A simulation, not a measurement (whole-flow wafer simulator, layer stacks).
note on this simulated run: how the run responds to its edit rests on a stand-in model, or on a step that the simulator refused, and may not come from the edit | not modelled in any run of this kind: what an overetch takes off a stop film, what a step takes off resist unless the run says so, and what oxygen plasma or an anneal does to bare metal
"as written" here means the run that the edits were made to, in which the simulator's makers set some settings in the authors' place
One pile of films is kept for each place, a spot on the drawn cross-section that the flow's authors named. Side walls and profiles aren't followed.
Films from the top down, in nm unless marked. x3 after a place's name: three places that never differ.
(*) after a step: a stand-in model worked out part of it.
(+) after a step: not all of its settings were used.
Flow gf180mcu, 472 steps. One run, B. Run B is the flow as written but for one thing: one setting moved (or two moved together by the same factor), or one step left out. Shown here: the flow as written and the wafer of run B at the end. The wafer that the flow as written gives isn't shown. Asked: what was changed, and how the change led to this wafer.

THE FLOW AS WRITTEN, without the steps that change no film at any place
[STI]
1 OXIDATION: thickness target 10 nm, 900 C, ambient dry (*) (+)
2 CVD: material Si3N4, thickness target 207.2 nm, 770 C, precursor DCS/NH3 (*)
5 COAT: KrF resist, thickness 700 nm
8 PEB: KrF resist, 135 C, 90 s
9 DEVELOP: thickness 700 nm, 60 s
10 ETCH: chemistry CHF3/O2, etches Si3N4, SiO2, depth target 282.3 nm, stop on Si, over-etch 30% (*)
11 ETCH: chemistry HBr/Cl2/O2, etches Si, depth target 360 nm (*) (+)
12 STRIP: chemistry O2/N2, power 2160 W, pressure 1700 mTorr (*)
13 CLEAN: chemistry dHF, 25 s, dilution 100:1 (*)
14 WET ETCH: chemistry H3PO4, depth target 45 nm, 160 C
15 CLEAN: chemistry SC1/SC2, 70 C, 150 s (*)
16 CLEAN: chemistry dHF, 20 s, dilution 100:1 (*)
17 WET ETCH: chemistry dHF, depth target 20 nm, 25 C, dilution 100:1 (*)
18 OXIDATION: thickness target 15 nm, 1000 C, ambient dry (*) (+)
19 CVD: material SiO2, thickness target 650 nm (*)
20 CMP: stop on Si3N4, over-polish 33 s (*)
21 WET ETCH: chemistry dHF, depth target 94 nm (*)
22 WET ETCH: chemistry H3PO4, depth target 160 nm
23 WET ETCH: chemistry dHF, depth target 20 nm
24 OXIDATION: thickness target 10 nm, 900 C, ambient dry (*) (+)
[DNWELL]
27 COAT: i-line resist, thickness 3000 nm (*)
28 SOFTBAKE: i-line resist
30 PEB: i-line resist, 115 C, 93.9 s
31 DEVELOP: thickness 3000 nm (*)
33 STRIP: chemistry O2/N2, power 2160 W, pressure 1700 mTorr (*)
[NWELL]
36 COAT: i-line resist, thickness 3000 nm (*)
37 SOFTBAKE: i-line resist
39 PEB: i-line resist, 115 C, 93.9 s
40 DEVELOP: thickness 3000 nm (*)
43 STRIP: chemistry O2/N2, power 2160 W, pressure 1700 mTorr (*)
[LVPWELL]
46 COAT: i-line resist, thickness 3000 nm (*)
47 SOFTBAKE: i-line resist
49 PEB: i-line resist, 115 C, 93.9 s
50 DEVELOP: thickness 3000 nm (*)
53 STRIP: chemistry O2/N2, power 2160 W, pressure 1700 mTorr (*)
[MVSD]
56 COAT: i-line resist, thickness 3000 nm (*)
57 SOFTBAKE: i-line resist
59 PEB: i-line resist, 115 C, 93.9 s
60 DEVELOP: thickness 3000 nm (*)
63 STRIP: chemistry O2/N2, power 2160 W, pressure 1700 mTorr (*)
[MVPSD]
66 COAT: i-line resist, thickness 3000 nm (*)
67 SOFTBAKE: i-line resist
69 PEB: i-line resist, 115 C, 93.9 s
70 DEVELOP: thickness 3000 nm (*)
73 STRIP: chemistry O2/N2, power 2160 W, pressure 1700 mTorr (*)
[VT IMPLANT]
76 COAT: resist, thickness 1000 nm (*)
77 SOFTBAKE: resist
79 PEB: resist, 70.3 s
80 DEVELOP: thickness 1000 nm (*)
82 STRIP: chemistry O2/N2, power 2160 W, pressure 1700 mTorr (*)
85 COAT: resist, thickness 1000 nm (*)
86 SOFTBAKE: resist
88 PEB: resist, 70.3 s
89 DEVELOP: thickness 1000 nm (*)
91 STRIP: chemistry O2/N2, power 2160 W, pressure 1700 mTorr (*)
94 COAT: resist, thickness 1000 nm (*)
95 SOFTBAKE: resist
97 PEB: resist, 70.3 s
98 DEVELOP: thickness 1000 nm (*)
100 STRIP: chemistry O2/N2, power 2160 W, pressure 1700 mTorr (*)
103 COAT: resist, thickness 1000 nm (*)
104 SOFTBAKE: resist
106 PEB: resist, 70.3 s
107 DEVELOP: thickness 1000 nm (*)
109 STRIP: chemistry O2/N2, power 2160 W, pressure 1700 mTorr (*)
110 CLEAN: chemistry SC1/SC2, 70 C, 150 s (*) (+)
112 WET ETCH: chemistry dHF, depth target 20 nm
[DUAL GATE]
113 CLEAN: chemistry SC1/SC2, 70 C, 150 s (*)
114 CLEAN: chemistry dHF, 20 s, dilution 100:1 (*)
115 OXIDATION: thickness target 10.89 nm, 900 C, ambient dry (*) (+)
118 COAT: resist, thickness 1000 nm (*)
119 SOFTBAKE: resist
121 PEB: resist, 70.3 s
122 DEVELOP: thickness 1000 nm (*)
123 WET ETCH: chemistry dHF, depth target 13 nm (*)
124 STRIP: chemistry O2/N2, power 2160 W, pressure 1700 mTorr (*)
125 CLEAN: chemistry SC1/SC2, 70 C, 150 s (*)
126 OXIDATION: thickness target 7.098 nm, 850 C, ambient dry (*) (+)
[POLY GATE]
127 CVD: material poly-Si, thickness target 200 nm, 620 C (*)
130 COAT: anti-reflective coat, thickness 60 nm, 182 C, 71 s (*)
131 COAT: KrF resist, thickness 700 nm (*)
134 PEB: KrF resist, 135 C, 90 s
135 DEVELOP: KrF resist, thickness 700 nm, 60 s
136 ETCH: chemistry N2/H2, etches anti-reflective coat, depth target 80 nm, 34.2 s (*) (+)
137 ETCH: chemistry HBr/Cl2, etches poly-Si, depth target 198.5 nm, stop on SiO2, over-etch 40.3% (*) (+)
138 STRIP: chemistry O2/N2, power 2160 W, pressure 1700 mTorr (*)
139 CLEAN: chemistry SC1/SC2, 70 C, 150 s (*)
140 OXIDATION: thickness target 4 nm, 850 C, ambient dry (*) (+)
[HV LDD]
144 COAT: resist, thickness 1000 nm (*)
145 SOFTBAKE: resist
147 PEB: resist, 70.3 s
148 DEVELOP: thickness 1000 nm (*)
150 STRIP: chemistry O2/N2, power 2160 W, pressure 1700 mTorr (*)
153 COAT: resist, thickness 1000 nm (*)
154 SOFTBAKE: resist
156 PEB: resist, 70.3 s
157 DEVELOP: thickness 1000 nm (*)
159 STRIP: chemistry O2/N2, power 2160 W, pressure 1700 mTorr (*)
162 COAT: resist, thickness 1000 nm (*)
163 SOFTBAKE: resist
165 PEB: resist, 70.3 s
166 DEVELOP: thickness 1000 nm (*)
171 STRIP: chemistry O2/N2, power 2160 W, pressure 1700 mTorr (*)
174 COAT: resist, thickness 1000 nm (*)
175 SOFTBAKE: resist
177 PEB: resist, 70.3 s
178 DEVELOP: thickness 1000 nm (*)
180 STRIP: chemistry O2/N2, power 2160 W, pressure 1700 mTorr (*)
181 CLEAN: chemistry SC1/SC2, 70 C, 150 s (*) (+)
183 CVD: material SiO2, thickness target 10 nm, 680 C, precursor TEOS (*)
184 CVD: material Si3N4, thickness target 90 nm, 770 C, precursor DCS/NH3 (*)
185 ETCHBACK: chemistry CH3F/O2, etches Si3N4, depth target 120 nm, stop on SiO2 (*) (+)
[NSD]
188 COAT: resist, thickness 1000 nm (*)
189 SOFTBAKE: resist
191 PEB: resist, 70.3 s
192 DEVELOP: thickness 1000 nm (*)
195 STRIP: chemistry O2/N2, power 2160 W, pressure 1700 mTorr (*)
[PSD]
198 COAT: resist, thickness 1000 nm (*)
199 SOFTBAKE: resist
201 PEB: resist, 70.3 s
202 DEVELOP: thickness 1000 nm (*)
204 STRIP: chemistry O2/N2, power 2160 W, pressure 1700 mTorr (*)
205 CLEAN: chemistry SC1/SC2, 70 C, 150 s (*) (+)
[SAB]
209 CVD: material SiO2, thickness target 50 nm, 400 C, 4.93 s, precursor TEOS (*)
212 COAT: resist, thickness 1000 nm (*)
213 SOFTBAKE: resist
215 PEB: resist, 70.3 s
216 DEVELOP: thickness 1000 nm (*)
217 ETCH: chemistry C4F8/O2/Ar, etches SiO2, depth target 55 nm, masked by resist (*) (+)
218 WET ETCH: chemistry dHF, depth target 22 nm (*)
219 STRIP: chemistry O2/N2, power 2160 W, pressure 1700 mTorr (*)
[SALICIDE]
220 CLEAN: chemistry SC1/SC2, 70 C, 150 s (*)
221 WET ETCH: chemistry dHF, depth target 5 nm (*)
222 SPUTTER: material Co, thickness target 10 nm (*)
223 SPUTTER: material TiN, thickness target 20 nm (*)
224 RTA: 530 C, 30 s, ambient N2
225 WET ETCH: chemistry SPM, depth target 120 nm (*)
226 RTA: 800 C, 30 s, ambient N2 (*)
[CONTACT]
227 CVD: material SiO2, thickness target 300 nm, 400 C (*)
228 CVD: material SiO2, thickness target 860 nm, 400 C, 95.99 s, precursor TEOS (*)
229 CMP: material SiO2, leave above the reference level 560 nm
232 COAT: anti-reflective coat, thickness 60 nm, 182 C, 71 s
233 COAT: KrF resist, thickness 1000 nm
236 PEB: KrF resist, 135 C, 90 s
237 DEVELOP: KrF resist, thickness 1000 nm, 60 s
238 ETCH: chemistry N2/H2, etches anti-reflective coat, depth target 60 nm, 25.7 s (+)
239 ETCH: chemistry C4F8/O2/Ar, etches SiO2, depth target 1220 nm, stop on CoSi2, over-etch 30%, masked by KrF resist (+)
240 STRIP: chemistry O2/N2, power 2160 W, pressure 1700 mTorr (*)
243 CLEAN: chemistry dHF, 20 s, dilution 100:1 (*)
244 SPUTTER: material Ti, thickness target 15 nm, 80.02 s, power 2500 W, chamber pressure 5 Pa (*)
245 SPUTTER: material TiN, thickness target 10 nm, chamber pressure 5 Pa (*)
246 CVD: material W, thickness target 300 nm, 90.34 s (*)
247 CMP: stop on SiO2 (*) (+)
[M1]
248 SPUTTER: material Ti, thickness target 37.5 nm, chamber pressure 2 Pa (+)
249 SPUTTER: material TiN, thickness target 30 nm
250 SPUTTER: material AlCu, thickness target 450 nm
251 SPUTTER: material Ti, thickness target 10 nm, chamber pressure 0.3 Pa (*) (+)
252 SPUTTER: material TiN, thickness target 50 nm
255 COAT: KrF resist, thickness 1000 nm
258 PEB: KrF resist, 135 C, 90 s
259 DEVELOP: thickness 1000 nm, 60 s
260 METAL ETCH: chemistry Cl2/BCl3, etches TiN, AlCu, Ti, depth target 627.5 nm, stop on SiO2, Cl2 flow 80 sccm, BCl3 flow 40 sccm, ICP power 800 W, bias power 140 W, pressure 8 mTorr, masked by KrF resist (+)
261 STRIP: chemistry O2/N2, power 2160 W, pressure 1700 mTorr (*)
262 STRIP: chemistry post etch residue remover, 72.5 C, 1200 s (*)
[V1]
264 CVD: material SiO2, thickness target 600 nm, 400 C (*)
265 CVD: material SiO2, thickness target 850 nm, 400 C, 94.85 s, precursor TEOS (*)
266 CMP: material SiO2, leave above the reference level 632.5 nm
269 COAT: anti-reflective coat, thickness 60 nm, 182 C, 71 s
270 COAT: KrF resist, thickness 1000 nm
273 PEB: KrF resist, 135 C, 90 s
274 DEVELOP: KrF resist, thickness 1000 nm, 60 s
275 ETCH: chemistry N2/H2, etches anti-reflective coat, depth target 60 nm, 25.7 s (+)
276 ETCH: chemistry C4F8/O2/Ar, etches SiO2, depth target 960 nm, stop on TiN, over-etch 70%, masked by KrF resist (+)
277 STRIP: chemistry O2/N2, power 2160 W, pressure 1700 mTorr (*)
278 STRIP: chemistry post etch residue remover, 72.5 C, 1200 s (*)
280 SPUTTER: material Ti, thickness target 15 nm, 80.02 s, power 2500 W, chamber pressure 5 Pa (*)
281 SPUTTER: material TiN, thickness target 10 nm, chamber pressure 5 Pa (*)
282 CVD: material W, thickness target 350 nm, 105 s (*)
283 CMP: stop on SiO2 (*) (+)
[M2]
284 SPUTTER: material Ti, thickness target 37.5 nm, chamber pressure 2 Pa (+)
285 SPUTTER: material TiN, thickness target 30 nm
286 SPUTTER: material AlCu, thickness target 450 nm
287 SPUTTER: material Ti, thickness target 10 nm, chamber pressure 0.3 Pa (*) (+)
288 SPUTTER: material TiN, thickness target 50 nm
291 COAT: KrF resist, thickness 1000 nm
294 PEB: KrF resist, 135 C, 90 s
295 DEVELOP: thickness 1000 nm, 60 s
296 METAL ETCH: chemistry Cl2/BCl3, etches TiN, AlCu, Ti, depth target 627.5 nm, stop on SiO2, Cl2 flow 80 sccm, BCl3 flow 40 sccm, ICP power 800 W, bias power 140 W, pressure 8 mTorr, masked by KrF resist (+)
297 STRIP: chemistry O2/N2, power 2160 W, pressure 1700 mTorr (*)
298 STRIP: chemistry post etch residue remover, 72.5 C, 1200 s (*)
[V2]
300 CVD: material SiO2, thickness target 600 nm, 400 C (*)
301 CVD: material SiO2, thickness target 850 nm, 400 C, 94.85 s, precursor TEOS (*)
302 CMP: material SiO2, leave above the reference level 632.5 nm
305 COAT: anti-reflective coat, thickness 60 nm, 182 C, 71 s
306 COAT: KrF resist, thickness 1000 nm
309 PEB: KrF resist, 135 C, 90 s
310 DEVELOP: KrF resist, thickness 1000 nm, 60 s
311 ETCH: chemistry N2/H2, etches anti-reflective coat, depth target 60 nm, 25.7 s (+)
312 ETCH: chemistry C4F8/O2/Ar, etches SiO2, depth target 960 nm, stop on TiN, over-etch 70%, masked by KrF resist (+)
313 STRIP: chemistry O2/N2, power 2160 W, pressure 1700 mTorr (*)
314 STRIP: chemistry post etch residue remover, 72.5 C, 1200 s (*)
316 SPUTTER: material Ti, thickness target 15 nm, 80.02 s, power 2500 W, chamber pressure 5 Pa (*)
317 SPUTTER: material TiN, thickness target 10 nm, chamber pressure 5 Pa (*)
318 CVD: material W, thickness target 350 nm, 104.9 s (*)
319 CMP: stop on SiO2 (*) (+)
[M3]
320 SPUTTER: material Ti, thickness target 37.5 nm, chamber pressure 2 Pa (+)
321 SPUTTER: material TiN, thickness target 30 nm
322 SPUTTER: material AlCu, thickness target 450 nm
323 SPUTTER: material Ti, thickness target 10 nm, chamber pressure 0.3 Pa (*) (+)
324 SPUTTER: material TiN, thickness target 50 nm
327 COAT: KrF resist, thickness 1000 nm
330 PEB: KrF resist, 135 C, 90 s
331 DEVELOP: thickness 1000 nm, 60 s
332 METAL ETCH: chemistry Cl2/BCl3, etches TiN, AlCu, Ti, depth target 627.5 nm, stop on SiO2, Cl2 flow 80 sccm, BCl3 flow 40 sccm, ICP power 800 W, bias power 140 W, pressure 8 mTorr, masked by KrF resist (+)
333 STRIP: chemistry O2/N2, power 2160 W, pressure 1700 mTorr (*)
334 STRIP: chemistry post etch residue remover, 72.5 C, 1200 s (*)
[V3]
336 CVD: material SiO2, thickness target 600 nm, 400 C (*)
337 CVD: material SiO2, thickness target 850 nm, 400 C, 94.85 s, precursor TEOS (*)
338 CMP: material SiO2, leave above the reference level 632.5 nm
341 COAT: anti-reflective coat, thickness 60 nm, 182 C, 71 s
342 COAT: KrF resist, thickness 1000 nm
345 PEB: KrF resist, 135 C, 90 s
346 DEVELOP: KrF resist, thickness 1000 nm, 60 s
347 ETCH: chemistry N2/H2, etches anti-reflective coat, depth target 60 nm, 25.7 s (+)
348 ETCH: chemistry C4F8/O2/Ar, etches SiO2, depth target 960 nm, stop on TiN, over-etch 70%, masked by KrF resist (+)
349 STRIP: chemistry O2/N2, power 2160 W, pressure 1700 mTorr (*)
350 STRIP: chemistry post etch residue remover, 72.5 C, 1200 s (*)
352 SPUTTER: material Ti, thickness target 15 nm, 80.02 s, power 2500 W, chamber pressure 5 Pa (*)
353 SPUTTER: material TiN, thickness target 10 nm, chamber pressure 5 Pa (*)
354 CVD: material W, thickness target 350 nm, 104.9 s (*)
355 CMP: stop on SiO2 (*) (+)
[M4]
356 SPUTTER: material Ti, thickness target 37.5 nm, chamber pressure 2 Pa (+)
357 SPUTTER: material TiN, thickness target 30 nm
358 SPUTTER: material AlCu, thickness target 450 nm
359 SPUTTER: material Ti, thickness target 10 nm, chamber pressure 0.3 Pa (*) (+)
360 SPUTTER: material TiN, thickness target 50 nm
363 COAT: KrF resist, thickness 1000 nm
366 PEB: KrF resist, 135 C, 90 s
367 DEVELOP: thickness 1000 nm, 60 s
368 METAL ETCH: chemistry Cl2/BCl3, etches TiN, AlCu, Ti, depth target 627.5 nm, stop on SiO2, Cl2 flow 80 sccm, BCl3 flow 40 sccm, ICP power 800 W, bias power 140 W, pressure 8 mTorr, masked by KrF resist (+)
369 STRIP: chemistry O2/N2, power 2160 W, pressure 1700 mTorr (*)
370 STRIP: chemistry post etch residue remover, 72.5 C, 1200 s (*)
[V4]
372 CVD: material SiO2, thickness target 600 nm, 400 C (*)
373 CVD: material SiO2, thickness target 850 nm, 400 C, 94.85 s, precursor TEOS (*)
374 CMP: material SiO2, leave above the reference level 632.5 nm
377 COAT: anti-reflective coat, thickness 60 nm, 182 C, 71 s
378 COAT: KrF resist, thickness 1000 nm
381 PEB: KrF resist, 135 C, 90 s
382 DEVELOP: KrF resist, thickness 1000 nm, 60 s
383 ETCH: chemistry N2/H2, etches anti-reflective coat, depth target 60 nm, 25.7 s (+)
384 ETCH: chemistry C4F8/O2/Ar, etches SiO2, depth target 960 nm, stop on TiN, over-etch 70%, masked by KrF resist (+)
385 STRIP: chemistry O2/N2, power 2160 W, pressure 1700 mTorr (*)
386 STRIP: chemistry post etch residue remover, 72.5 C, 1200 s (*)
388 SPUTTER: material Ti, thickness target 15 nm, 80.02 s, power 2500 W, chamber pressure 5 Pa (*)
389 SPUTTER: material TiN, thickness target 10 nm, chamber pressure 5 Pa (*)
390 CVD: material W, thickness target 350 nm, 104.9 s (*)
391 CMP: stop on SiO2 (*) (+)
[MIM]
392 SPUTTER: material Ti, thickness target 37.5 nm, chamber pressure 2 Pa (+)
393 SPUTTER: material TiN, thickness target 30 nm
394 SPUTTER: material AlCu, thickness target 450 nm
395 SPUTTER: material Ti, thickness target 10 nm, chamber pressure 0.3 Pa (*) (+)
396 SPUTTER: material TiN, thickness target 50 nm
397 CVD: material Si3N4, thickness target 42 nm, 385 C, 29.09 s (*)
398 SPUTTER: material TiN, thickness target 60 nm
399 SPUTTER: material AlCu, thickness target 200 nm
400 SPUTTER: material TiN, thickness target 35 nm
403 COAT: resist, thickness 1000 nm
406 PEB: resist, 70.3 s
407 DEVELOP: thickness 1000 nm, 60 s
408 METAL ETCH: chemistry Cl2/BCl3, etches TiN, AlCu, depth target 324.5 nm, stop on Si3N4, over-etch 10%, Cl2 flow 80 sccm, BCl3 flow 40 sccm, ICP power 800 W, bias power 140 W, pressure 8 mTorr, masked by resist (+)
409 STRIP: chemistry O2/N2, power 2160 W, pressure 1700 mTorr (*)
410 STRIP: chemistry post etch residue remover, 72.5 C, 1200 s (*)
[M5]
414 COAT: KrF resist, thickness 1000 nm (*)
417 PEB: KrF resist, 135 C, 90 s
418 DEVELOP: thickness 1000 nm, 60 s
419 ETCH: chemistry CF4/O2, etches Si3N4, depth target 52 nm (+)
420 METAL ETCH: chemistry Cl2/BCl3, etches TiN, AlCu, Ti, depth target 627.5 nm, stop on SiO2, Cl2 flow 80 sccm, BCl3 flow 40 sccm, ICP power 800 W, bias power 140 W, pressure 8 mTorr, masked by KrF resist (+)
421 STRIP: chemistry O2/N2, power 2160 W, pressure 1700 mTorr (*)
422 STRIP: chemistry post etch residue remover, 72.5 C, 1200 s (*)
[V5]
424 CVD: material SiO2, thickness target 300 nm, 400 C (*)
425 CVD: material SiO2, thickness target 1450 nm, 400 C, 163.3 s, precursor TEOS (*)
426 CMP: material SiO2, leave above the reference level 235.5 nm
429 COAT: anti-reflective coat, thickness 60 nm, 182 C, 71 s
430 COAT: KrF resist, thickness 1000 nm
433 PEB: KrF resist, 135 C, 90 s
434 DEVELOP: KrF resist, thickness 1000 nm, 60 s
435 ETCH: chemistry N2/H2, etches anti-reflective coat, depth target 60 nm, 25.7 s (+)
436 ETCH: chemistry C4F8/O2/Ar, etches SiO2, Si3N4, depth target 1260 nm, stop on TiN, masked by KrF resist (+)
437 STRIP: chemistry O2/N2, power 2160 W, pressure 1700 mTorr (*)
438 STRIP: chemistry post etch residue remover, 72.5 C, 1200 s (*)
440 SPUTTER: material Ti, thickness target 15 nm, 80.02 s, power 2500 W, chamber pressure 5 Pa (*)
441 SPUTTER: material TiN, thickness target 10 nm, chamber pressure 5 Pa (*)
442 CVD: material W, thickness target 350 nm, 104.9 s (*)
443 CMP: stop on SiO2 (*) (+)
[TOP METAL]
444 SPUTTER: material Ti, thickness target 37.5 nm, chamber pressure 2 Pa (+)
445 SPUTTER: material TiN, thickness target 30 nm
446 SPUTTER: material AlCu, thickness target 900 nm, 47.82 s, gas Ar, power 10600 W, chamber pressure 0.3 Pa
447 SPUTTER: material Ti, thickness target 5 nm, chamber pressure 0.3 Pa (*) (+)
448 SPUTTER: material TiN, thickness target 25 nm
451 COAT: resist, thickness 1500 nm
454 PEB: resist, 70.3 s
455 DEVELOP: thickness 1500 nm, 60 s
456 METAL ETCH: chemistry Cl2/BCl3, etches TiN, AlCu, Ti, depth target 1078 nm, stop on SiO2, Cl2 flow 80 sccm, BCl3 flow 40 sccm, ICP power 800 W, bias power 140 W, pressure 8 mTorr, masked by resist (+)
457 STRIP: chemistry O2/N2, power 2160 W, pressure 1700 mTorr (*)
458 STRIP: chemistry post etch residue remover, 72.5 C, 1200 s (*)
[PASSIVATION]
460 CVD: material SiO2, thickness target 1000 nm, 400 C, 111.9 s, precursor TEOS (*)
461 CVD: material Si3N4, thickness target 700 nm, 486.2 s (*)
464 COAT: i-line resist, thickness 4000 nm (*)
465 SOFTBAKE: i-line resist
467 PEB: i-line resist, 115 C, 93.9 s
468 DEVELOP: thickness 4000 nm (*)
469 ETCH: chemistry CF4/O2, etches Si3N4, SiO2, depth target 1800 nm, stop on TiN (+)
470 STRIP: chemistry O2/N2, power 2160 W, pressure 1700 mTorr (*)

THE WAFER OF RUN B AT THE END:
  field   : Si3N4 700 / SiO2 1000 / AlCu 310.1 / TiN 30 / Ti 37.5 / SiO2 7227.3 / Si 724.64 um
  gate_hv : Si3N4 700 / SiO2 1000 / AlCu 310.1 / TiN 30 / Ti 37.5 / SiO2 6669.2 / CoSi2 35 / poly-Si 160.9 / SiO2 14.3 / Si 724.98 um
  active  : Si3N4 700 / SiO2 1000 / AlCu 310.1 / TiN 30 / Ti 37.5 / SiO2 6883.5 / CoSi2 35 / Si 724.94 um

The cause: step 456, METAL ETCH: depth target 614.2 nm was run, where the flow has depth target 1078 nm.

How the change led to this, step by step:
  456 METAL ETCH: chemistry Cl2/BCl3, etches TiN, AlCu, Ti, depth target 1078 nm, stop on SiO2, Cl2 flow 80 sccm, BCl3 flow 40 sccm, ICP power 800 W, bias power 140 W, pressure 8 mTorr, masked by resist (+)
      field, field__w1, field__w2 and 103 more: TiN -25 (all of it), Ti -5 (all of it), AlCu -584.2 (as written it would be: TiN -25 (all of it), Ti -5 (all of it), AlCu -900 (all of it), TiN -30 (all of it), Ti -37.5 (all of it))
      field__w8, contact, m1, m1__w1, pad, m1_nw: resist -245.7 (as written it would be: resist -431)
  457 STRIP: chemistry O2/N2, power 2160 W, pressure 1700 mTorr (*)
      field__w8, contact, m1, m1__w1, pad, m1_nw: resist -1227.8 (all of it) (as written it would be: resist -1042.5 (all of it))
  458 STRIP: chemistry post etch residue remover, 72.5 C, 1200 s (*)
      field, field__w1, field__w2 and 103 more: AlCu -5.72 (as written it would be: nothing)
  460 CVD: material SiO2, thickness target 1000 nm, 400 C, 111.9 s, precursor TEOS (*)
      field, field__w1, field__w2 and 103 more: SiO2 +1000 (new film) (as written it would be: SiO2 +1000)
  464 COAT: i-line resist, thickness 4000 nm (*)
      field__w8: i-line resist +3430 (new film) (as written it would be: i-line resist +3093.1 (new film))
      contact: i-line resist +3460.4 (new film) (as written it would be: i-line resist +3153.6 (new film))
      (and at 4 more places)
  465 SOFTBAKE: i-line resist
      gate: i-line resist -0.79 (as written it would be: i-line resist +1.79)
      ld_fp_p, ld_drift_p: i-line resist +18 (as written it would be: i-line resist +33.8)
      (and at 66 more places)
  467 PEB: i-line resist, 115 C, 93.9 s
      field__w8, m1__w1: i-line resist -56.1 (as written it would be: i-line resist -49.2)
      contact, m1: i-line resist -56.3 (as written it would be: i-line resist -49.6)
      (and at 2 more places)
  468 DEVELOP: thickness 4000 nm (*)
      pad: i-line resist -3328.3 (all of it) (as written it would be: i-line resist -2960.4 (all of it))
  470 STRIP: chemistry O2/N2, power 2160 W, pressure 1700 mTorr (*)
      field__w8, m1__w1: i-line resist -2137.9 (all of it) (as written it would be: i-line resist -1775.9 (all of it))
      contact: i-line resist -2149.4 (all of it) (as written it would be: i-line resist -1798.3 (all of it))
      (and at 2 more places)
Counting metal films that touch as one body, field has 1 body; the flow as written gives 0 bodies.
Counting metal films that touch as one body, gate_hv has 2 bodies (between them, from the top down: SiO2 6669.2); the flow as written gives 1 body.
Counting metal films that touch as one body, active has 2 bodies (between them, from the top down: SiO2 6883.5); the flow as written gives 1 body.
